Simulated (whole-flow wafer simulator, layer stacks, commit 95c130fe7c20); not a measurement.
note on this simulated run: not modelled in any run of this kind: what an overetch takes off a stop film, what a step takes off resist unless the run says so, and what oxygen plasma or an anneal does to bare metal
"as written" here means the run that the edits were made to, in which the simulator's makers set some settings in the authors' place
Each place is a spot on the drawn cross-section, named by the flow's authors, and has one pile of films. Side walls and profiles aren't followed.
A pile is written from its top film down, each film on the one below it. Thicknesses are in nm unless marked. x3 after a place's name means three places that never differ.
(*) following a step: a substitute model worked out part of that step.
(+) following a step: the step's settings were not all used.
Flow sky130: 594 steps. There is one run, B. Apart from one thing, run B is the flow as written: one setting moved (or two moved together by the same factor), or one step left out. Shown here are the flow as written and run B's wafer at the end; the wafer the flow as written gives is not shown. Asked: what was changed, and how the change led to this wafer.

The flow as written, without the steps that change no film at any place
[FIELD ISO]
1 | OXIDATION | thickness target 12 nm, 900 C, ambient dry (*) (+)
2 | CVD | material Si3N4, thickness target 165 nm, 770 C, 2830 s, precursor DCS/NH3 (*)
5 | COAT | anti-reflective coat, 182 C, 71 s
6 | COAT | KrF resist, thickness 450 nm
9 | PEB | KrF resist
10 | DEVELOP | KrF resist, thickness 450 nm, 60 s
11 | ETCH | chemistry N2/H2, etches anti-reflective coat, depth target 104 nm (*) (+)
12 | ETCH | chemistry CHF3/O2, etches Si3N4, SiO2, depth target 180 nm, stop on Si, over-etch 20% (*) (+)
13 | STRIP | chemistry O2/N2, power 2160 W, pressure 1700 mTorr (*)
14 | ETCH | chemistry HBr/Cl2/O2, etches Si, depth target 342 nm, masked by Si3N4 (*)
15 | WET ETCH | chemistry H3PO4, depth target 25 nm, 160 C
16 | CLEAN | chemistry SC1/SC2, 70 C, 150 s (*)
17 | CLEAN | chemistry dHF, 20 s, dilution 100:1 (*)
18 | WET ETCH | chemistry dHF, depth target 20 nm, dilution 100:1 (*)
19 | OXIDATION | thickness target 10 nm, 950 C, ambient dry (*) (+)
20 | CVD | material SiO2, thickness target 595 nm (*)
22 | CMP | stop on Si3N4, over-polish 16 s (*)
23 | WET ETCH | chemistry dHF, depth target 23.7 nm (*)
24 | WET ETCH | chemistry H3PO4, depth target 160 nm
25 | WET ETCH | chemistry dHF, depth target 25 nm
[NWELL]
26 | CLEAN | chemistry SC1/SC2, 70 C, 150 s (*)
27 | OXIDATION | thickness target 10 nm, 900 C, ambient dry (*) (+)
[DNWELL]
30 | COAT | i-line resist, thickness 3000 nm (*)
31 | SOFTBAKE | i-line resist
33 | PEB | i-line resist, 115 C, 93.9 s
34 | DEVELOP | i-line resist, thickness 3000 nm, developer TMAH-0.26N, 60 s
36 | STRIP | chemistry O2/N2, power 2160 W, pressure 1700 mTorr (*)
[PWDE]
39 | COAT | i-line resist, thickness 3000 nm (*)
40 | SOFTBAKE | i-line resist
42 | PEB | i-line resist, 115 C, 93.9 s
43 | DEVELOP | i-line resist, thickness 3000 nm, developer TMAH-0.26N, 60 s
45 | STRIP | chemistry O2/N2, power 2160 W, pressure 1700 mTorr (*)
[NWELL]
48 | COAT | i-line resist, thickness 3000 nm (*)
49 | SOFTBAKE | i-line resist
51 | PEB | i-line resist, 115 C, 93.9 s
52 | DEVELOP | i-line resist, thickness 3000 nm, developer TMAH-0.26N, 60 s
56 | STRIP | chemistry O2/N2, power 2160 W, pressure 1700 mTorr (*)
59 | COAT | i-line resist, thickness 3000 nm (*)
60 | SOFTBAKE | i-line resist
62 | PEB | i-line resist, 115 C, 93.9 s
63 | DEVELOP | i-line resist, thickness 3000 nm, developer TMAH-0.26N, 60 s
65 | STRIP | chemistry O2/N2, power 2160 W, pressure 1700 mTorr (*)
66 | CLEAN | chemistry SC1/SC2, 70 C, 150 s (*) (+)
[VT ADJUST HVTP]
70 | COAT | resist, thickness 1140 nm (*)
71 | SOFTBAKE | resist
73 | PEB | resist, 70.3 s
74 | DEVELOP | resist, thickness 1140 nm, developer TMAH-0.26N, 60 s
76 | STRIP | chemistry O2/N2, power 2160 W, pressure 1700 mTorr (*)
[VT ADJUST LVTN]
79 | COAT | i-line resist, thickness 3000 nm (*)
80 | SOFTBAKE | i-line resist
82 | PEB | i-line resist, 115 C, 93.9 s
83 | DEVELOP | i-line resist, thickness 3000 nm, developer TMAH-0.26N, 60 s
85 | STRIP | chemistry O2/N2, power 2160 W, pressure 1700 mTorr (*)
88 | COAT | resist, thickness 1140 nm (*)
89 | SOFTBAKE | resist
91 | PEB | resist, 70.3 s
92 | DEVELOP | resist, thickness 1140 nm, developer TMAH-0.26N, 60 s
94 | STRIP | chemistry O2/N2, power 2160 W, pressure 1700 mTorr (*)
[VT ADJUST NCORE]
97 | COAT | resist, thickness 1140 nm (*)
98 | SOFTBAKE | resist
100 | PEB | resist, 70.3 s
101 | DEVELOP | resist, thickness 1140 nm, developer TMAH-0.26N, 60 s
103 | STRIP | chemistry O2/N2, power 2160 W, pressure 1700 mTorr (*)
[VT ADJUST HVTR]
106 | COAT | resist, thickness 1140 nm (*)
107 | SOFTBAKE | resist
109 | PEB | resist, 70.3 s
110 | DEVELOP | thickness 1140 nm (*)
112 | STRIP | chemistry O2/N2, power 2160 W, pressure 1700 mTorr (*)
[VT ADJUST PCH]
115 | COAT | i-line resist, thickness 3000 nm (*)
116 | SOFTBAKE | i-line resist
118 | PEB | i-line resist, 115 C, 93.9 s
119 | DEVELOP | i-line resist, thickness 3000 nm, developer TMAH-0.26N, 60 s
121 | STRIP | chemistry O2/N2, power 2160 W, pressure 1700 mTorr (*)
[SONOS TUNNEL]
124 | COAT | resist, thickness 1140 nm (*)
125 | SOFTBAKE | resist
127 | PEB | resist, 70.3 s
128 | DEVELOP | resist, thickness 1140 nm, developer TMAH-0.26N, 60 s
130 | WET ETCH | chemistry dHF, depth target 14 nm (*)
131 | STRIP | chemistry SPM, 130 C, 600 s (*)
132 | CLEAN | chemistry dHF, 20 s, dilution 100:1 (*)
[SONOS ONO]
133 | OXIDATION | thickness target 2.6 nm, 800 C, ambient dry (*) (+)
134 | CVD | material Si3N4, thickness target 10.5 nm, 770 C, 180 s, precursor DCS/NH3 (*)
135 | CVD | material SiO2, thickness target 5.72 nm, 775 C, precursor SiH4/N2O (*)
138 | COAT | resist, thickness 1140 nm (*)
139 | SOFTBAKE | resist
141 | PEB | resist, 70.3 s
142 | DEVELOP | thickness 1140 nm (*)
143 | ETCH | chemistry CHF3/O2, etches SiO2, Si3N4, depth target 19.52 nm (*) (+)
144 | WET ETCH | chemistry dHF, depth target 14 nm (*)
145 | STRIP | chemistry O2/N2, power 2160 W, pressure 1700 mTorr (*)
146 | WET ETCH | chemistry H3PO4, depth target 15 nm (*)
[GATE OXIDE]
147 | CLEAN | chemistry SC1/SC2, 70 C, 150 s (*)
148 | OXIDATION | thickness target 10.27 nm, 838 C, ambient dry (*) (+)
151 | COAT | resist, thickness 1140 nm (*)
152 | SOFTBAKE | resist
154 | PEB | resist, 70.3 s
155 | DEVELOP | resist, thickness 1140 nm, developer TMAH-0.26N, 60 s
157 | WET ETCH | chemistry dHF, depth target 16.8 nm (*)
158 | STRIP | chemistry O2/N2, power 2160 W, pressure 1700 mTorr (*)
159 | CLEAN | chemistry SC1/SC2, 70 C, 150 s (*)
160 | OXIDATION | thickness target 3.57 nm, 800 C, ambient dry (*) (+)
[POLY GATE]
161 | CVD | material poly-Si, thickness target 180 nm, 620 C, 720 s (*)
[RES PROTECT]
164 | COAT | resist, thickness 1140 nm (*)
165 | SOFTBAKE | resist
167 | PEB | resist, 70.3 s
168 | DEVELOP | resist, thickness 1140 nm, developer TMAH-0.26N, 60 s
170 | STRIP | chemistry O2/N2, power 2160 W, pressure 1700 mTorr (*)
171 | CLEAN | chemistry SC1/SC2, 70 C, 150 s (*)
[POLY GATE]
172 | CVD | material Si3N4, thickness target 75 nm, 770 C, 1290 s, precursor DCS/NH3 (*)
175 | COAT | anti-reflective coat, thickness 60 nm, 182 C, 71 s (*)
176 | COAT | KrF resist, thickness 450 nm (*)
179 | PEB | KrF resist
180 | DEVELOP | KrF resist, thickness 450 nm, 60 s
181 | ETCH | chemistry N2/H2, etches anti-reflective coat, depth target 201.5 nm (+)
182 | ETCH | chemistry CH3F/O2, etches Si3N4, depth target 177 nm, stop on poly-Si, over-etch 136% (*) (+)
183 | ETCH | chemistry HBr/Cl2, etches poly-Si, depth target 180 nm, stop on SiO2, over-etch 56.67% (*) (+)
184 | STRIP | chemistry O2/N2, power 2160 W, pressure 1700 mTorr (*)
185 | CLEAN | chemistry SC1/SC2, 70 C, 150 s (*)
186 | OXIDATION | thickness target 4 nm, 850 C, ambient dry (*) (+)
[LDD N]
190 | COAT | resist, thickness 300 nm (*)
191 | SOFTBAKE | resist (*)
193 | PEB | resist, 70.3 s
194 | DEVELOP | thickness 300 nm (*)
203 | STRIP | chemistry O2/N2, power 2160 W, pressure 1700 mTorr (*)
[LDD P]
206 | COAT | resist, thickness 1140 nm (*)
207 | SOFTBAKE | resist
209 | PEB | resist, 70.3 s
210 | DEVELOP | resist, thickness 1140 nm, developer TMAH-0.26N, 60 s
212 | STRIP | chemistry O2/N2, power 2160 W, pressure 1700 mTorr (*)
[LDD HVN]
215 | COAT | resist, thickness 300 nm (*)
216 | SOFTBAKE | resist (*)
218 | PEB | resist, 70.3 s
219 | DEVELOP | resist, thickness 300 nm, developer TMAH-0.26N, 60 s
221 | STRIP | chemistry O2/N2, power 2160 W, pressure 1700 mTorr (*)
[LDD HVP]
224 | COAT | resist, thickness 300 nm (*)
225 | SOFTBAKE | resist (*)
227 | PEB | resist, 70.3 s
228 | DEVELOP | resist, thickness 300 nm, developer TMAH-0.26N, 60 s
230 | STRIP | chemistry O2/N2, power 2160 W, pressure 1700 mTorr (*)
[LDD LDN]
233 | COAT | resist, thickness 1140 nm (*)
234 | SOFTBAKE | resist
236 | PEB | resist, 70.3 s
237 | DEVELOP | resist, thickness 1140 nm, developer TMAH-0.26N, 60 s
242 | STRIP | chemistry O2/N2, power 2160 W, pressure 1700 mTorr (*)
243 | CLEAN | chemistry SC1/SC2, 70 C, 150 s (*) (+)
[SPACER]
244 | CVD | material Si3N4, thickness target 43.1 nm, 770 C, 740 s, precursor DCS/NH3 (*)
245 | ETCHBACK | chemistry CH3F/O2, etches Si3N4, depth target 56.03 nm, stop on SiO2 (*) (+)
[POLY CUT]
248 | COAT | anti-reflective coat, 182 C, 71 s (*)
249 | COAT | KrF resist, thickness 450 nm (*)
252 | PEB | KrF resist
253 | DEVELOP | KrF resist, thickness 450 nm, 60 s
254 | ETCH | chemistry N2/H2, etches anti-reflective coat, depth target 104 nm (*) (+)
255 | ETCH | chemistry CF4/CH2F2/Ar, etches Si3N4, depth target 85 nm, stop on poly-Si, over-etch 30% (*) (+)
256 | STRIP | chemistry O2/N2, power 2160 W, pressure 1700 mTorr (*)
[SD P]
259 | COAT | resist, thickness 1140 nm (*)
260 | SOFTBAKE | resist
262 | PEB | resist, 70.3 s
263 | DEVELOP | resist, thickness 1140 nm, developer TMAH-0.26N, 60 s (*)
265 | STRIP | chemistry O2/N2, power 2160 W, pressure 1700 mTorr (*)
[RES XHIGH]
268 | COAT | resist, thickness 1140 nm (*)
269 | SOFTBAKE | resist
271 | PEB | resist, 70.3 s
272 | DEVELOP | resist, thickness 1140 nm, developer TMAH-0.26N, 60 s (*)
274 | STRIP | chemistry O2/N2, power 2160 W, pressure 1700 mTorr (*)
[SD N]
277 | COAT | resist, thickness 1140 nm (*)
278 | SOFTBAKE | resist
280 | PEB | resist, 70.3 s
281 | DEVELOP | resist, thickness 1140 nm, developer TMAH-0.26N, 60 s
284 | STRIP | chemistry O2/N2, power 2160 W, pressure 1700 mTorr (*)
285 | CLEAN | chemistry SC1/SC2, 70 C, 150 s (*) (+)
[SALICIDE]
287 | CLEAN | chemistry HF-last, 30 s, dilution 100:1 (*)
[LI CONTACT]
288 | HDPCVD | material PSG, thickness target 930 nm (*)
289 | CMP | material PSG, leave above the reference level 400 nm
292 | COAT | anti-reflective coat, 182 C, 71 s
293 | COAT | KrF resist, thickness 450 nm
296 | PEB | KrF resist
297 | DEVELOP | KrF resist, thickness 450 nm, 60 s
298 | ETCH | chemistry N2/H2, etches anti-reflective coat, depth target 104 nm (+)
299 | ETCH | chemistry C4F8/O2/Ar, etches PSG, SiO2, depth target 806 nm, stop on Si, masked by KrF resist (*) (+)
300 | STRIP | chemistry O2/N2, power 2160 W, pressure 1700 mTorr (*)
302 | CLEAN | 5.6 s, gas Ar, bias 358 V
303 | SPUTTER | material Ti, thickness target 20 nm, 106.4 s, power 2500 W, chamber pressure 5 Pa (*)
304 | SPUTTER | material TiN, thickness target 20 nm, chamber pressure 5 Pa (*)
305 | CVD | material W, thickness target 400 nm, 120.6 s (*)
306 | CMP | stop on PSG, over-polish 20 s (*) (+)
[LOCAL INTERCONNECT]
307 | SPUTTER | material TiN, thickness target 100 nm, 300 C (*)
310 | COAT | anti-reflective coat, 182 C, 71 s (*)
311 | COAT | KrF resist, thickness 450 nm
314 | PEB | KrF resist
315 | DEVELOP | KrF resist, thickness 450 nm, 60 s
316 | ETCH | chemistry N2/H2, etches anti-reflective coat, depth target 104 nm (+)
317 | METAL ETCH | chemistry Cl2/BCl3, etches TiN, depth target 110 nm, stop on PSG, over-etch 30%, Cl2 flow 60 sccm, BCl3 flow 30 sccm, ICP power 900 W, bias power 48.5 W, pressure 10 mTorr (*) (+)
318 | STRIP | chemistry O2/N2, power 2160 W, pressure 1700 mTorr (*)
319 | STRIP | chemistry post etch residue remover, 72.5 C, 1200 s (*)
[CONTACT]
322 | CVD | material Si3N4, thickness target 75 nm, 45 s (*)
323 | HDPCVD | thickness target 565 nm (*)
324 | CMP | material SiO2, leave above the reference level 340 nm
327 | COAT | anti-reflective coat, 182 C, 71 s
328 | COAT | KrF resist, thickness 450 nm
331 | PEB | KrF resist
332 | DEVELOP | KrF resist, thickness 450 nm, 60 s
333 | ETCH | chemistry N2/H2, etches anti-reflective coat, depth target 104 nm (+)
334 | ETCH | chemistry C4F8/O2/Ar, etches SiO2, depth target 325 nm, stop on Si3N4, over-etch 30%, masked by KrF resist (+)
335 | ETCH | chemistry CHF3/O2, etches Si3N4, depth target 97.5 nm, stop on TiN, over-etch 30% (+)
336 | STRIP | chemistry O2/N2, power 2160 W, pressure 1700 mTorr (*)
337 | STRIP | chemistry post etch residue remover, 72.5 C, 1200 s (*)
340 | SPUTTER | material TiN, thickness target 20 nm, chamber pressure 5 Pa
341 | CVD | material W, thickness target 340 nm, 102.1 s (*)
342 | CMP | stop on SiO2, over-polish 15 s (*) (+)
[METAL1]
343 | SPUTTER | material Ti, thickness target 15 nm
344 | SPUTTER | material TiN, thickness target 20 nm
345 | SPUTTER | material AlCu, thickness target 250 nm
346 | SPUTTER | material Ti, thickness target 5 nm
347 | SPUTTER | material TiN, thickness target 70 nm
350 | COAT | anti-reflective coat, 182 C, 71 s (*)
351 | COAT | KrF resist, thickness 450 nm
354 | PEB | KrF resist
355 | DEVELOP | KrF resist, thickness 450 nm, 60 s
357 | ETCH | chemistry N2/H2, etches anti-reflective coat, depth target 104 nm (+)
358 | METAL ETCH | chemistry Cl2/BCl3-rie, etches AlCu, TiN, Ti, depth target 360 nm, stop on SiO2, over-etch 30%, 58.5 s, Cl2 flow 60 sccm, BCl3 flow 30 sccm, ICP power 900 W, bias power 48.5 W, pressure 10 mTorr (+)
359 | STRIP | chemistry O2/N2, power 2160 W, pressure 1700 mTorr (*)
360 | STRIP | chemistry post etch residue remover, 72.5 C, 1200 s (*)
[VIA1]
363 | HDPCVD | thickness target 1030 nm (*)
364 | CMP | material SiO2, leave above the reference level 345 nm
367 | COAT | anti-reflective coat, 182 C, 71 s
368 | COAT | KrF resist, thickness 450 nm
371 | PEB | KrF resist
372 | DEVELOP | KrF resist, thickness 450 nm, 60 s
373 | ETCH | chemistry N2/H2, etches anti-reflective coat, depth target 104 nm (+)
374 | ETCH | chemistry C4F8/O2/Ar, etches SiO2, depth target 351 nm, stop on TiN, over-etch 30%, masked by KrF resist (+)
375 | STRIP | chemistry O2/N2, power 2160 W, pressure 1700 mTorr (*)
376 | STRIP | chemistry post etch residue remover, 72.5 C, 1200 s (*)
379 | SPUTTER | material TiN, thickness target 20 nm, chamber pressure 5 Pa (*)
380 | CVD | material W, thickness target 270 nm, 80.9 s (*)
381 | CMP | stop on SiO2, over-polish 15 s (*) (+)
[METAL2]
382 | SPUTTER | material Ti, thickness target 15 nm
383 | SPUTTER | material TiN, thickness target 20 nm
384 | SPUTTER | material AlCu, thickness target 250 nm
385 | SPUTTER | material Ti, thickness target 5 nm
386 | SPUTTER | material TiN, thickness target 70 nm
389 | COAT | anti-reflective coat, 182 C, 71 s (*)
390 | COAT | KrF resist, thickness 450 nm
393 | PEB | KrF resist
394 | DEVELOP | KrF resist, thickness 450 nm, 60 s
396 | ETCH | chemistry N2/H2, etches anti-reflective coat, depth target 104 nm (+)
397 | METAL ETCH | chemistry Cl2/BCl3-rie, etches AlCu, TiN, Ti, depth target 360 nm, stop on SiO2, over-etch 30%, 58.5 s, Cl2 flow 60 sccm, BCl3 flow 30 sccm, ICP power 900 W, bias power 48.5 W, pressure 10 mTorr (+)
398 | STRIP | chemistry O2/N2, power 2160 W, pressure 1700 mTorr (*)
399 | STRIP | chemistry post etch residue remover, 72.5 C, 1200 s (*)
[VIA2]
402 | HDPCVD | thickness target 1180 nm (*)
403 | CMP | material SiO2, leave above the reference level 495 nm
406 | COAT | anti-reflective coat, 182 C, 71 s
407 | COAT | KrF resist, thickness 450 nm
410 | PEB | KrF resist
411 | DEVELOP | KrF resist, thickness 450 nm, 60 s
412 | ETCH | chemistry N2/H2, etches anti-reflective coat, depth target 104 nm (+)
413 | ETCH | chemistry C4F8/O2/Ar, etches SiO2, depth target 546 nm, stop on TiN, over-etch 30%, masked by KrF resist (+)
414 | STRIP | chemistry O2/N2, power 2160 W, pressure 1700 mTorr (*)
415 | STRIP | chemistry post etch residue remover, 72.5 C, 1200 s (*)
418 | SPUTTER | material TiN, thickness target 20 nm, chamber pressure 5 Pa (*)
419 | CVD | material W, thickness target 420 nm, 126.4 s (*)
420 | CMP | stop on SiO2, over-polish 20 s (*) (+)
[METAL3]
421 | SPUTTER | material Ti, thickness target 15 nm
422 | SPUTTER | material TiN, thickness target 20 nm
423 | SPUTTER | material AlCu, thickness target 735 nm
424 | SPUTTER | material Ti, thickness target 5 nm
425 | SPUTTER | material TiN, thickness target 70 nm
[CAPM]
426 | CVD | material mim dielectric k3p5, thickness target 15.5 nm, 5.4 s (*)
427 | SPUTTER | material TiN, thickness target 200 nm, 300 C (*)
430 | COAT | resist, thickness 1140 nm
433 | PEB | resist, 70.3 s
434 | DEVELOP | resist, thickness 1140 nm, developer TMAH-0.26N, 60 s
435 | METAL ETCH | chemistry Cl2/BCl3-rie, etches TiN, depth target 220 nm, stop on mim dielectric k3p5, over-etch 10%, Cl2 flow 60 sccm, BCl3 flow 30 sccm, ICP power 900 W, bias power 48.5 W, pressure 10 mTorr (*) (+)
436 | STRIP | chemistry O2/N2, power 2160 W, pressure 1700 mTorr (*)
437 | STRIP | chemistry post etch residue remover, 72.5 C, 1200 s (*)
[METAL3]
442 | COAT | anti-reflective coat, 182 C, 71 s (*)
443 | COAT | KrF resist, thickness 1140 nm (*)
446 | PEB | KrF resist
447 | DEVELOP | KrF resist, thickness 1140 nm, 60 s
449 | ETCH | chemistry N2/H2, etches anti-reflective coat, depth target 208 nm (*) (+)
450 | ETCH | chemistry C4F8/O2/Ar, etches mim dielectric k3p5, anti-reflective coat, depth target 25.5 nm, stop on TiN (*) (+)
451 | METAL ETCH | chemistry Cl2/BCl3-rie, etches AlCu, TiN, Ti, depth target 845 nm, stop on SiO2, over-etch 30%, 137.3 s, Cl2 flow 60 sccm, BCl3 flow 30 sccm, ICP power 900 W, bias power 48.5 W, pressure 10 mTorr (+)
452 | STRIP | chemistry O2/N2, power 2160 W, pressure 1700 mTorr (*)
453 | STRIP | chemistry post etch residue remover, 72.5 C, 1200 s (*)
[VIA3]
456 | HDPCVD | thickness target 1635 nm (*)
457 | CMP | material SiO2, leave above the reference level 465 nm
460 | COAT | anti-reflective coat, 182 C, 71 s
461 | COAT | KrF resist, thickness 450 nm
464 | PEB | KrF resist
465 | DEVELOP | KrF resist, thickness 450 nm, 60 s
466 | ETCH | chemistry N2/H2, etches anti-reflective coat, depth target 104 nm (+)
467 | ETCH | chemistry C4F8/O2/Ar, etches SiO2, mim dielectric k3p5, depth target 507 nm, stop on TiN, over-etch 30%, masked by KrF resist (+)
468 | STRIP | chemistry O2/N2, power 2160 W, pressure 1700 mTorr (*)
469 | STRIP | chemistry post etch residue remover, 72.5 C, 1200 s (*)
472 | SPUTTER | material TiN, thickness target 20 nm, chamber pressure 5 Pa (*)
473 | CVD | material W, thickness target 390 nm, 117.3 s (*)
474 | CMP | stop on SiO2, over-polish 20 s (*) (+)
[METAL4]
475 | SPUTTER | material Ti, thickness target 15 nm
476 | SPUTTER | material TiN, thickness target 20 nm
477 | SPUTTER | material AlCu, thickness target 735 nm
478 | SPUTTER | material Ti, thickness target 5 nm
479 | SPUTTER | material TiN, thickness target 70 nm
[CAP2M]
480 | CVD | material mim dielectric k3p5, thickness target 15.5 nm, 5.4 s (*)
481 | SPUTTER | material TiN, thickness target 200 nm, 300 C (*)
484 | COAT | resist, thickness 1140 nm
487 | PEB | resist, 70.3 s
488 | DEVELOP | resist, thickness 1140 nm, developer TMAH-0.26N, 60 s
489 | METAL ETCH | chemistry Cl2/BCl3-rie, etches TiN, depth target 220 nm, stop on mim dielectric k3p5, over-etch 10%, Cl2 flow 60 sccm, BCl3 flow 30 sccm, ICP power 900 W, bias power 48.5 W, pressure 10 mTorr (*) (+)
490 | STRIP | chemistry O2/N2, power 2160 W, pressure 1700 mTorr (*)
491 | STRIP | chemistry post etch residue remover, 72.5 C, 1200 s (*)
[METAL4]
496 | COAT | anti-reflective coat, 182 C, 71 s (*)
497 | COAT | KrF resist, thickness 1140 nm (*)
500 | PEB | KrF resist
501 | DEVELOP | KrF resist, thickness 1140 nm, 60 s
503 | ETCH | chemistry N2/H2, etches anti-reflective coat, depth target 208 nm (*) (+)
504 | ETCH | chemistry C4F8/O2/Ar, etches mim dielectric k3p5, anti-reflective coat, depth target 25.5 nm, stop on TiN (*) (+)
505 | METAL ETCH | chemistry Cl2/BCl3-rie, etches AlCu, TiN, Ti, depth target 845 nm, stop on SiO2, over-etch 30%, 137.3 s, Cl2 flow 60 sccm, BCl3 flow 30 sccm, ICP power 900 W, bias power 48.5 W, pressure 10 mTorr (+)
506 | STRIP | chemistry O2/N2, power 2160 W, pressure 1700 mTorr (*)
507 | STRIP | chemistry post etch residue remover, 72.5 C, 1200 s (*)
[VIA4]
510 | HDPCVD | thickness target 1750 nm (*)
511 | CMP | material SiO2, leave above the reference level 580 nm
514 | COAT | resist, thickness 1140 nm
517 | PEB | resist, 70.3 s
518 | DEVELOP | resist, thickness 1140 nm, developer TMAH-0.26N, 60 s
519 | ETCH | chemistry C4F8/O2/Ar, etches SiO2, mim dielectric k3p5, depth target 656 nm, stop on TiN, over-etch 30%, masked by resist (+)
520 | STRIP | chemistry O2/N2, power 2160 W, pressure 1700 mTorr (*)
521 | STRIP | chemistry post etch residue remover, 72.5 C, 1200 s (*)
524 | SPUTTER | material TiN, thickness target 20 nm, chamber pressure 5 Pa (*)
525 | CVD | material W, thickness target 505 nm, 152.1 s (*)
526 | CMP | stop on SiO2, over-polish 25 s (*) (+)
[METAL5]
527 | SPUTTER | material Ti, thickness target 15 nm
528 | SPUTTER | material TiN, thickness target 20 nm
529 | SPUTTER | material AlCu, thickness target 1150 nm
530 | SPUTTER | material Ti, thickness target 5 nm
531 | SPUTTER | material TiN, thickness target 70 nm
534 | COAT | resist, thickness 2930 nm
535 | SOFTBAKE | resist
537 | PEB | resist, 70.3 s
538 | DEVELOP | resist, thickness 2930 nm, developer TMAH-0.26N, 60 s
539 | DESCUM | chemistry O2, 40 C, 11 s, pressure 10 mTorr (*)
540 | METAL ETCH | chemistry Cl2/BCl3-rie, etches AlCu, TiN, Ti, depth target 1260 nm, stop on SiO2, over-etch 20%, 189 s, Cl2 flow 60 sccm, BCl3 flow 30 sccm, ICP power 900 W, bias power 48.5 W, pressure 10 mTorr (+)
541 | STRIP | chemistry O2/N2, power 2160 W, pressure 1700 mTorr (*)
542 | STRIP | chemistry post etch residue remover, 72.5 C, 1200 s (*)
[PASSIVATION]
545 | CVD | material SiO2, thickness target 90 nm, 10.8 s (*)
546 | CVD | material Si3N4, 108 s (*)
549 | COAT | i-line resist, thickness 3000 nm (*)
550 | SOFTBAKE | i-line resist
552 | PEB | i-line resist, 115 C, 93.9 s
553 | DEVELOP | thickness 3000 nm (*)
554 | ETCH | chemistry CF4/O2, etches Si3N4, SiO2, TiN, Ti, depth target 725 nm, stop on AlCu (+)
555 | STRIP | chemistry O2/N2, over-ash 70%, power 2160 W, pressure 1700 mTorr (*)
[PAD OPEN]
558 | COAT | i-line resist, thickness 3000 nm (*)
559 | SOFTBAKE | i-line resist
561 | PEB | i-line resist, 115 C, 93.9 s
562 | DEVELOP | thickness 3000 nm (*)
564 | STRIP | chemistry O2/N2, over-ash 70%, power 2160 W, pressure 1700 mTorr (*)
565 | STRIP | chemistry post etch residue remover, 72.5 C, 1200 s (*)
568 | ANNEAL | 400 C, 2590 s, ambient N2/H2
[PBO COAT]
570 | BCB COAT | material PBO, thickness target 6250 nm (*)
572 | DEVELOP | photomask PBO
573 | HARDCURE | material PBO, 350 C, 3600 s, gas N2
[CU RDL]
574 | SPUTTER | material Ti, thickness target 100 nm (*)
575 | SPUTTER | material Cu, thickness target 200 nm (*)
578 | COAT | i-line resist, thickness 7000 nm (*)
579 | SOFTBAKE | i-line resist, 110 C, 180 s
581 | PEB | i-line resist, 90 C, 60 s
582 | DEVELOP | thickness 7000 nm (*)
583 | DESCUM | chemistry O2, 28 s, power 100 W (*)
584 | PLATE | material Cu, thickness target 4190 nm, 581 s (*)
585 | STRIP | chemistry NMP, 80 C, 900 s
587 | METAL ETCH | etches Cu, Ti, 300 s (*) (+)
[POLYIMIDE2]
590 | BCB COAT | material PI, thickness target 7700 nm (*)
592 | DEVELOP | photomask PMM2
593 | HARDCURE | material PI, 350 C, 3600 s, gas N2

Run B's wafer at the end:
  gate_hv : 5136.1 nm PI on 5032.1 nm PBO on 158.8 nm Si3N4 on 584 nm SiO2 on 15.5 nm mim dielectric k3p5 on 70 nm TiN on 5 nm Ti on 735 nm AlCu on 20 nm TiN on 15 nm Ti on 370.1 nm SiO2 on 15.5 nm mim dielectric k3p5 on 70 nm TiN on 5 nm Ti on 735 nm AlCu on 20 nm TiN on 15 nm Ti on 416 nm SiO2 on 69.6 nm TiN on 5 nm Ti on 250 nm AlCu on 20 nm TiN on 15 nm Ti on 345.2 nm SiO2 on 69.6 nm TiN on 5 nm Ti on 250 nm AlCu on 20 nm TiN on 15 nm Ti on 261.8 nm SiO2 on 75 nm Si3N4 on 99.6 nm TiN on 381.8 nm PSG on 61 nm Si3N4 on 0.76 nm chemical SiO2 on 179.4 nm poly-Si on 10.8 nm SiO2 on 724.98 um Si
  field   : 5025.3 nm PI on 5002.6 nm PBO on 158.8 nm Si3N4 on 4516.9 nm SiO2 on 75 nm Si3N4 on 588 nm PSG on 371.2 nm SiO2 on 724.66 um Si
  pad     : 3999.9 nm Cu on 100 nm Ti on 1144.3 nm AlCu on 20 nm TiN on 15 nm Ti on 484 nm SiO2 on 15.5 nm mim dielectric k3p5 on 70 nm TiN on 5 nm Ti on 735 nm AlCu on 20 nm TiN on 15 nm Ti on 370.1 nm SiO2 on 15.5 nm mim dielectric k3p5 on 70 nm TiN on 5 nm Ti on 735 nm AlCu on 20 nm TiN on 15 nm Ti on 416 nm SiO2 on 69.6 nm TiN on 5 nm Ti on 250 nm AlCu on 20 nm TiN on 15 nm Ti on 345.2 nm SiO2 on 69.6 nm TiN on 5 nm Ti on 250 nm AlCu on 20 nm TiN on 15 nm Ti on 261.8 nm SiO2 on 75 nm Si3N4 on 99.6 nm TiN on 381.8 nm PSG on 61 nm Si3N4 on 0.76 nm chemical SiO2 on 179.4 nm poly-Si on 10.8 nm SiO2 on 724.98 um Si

The reason: step 364, CMP: leave above the reference level 423 nm was run, while the flow as written has leave above the reference level 345 nm.

Step by step, how the change led to this:
  364 | CMP | material SiO2, leave above the reference level 345 nm
      n_well, p_well, gate_hv and 100 more: SiO2 loses 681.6 (as written it would have been: SiO2 loses 759.6)
      field, active, gate and 81 more: SiO2 loses 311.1 (as written it would have been: SiO2 loses 389.1)
      (as well as at 4 more places)
  374 | ETCH | chemistry C4F8/O2/Ar, etches SiO2, depth target 351 nm, stop on TiN, over-etch 30%, masked by KrF resist (+)
      m1, via1_hole: SiO2 loses 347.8 (all of it) (as written it would have been: SiO2 loses 269.8 (all of it))
  379 | SPUTTER | material TiN, thickness target 20 nm, chamber pressure 5 Pa (*)
      m1: TiN gains 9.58 (as written it would have been: TiN gains 11)
      via1_hole: TiN gains 9.57 (as written it would have been: TiN gains 10.9)
  380 | CVD | material W, thickness target 270 nm, 80.9 s (*)
      m1, via1_hole: W gains 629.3 (new film) (as written it would have been: W gains 549.9 (new film))
